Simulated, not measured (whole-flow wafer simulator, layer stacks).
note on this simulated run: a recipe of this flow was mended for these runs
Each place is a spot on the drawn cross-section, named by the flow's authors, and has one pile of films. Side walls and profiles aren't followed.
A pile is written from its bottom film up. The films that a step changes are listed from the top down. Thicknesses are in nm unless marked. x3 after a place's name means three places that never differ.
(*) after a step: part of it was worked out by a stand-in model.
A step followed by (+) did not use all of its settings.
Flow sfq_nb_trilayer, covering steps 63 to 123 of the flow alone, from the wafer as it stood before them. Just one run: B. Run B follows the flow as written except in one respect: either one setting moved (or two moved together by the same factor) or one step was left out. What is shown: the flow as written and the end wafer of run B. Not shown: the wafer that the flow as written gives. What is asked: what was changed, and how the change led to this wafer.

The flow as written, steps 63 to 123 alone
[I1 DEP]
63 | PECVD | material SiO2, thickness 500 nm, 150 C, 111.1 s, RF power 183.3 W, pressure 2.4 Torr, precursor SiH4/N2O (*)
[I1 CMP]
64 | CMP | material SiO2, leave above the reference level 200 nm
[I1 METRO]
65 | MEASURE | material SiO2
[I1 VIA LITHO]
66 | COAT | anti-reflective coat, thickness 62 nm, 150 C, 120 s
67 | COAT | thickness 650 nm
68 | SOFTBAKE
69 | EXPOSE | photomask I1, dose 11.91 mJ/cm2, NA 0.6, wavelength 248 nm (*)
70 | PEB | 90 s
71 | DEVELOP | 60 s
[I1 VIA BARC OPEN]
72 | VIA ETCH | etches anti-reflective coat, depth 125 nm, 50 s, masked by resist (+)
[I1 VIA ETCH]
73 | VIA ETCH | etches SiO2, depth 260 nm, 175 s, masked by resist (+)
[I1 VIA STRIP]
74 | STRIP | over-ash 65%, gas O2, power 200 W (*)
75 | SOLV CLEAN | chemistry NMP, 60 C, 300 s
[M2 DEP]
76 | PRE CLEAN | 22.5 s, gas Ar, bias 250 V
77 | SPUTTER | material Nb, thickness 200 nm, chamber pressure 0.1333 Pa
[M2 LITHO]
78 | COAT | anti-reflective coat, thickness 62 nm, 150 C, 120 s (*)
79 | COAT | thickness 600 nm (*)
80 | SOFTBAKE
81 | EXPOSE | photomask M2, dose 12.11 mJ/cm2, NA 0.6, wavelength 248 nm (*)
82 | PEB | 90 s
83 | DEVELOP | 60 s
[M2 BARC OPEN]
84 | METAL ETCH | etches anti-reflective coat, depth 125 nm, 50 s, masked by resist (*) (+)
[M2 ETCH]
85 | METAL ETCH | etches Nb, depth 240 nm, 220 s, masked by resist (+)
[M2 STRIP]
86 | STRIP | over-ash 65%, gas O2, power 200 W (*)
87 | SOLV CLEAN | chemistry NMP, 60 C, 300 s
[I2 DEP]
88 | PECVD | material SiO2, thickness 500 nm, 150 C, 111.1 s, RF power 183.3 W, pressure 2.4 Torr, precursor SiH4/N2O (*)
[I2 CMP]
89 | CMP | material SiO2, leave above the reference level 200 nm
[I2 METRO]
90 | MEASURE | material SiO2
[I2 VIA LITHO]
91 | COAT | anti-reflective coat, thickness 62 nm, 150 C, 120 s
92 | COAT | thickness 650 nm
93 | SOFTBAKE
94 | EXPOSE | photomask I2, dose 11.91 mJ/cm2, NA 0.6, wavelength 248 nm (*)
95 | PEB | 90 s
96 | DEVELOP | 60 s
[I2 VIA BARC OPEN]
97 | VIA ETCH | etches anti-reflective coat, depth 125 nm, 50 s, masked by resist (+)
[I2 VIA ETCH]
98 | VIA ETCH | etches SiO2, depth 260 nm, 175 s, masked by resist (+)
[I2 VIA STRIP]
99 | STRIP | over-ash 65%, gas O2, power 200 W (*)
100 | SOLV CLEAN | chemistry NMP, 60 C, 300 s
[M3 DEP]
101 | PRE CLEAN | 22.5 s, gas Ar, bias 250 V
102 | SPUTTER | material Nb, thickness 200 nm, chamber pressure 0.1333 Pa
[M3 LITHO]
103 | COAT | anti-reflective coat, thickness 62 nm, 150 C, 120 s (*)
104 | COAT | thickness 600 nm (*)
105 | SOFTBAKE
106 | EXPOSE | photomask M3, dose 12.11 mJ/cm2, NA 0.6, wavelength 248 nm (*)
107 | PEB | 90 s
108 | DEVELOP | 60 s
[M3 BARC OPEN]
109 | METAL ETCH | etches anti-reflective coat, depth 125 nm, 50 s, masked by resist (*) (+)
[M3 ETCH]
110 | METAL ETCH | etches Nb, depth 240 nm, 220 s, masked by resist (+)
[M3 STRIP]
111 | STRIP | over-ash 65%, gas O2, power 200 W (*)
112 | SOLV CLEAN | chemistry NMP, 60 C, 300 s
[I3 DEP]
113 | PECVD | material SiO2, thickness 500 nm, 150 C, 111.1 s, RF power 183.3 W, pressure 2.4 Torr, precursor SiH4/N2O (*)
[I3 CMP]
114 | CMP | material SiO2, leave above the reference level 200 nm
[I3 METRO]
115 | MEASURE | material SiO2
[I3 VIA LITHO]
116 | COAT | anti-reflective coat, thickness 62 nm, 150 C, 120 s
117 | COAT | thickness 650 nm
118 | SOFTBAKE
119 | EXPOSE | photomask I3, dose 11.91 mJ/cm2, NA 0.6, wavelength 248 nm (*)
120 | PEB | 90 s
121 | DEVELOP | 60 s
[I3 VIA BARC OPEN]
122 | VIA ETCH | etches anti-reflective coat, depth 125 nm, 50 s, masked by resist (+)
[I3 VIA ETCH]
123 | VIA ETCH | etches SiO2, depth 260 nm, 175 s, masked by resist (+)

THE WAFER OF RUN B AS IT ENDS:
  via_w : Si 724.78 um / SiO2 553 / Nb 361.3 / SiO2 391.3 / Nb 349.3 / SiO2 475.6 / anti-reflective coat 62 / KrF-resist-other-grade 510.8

The reason: step 63, PECVD: 77.78 s was run, while the flow as written has 111.1 s.

Step by step, how the change led to this:
  63 | PECVD | material SiO2, thickness 500 nm, 150 C, 111.1 s, RF power 183.3 W, pressure 2.4 Torr, precursor SiH4/N2O (*)
      field_l, be, be_sur and 72 more: +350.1 SiO2 (it would be, as written: +500 SiO2)
      v_sur, via_wl, via_wr and 20 more: +350.1 SiO2 (new film) (it would be, as written: +500 SiO2 (new film))
      (as well as at 8 more places)
  64 | CMP | material SiO2, leave above the reference level 200 nm
      field_l, be, be_sur and 72 more: nothing (it would be, as written: -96 SiO2)
      lsp_m, ln_m6, lsp_r, l0_sur, l0v: nothing (it would be, as written: -90.8 SiO2)
      (as well as at 26 more places)
  66 | COAT | anti-reflective coat, thickness 62 nm, 150 C, 120 s
      m0r_line_l x3, m0r_line_r x3: +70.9 anti-reflective coat (new film) (it would be, as written: +62 anti-reflective coat (new film))
      m0r_space_l, m0r_space_r, m6r_space_l x2, m6r_space_r x2: +77.3 anti-reflective coat (new film) (it would be, as written: +62 anti-reflective coat (new film))
      (as well as at 57 more places)
  67 | COAT | thickness 650 nm
      via_sp: +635 KrF-resist-other-grade (new film) (it would be, as written: +650 KrF-resist-other-grade (new film))
      via_v: +631.2 KrF-resist-other-grade (new film) (it would be, as written: +650 KrF-resist-other-grade (new film))
      (as well as at 5 more places)
  71 | DEVELOP | 60 s
      via_v: -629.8 KrF-resist-other-grade (all of it) (it would be, as written: -648.6 KrF-resist-other-grade (all of it))
  72 | VIA ETCH | etches anti-reflective coat, depth 125 nm, 50 s, masked by resist (+)
      via_v: -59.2 anti-reflective coat (all of it), -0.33 SiO2 (it would be, as written: -62 anti-reflective coat (all of it), -0.31 SiO2)
  74 | STRIP | over-ash 65%, gas O2, power 200 W (*)
      m0r_line_l x3, m0r_line_r x3: -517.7 KrF-resist-other-grade (all of it), -70.9 anti-reflective coat (all of it) (it would be, as written: -510.8 KrF-resist-other-grade (all of it), -62 anti-reflective coat (all of it))
      m0r_space_l, m0r_space_r, m6r_space_l x2, m6r_space_r x2: -512.4 KrF-resist-other-grade (all of it), -77.3 anti-reflective coat (all of it) (it would be, as written: -510.8 KrF-resist-other-grade (all of it), -62 anti-reflective coat (all of it))
      (as well as at 57 more places)
  78 | COAT | anti-reflective coat, thickness 62 nm, 150 C, 120 s (*)
      m0r_line_l x3, m0r_line_r x3: +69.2 anti-reflective coat (new film) (it would be, as written: +62 anti-reflective coat (new film))
      wl_j_sr, wl_a_m6, wl_b_m5: +60.7 anti-reflective coat (new film) (it would be, as written: +62 anti-reflective coat (new film))
      (as well as at 61 more places)
  79 | COAT | thickness 600 nm (*)
      via_wr: +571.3 KrF-resist-other-grade (new film) (it would be, as written: +584.2 KrF-resist-other-grade (new film))
      via_sp: +583.4 KrF-resist-other-grade (new film) (it would be, as written: +600.7 KrF-resist-other-grade (new film))
      (as well as at 6 more places)
  83 | DEVELOP | 60 s
      wl_f_m6: -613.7 KrF-resist-other-grade (all of it) (it would be, as written: -598.7 KrF-resist-other-grade (all of it))
      wl_f_sr: -613.5 KrF-resist-other-grade (all of it) (it would be, as written: -598.7 KrF-resist-other-grade (all of it))
      (as well as at 2 more places)
  84 | METAL ETCH | etches anti-reflective coat, depth 125 nm, 50 s, masked by resist (*) (+)
      m0r_line_l x3, m0r_line_r x3: -69.2 anti-reflective coat (all of it) (it would be, as written: -62 anti-reflective coat (all of it))
      m0r_space_l, m6r_space_l x2: -75.2 anti-reflective coat (all of it) (it would be, as written: -62 anti-reflective coat (all of it))
      (as well as at 45 more places)
  86 | STRIP | over-ash 65%, gas O2, power 200 W (*)
      v_sur: -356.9 KrF-resist-other-grade (all of it), -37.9 anti-reflective coat (all of it) (it would be, as written: -360.6 KrF-resist-other-grade (all of it), -64.8 anti-reflective coat (all of it))
      via_wl: -348.6 KrF-resist-other-grade (all of it), -48.5 anti-reflective coat (all of it) (it would be, as written: -357.4 KrF-resist-other-grade (all of it), -67.7 anti-reflective coat (all of it))
      (as well as at 16 more places)
  89 | CMP | material SiO2, leave above the reference level 200 nm
      field_l, be, be_sur and 74 more: -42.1 SiO2 (it would be, as written: -96 SiO2)
      lsp_m, ln_m6, lsp_r, l0_sur, l0v: -38.6 SiO2 (it would be, as written: -96 SiO2)
      (as well as at 1 more place)
  98 | VIA ETCH | etches SiO2, depth 260 nm, 175 s, masked by resist (+)
      via_w: -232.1 SiO2 (all of it), -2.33 Nb (it would be, as written: -199.7 SiO2 (all of it), -5.03 Nb)
  102 | SPUTTER | material Nb, thickness 200 nm, chamber pressure 0.1333 Pa
      via_w: +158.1 Nb (it would be, as written: +164.5 Nb)
  103 | COAT | anti-reflective coat, thickness 62 nm, 150 C, 120 s (*)
      via_w: +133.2 anti-reflective coat (new film) (it would be, as written: +126.8 anti-reflective coat (new film))
  ... another 2 steps ...
  113 | PECVD | material SiO2, thickness 500 nm, 150 C, 111.1 s, RF power 183.3 W, pressure 2.4 Torr, precursor SiH4/N2O (*)
      via_w: +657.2 SiO2 (new film) (it would be, as written: +621.2 SiO2 (new film))
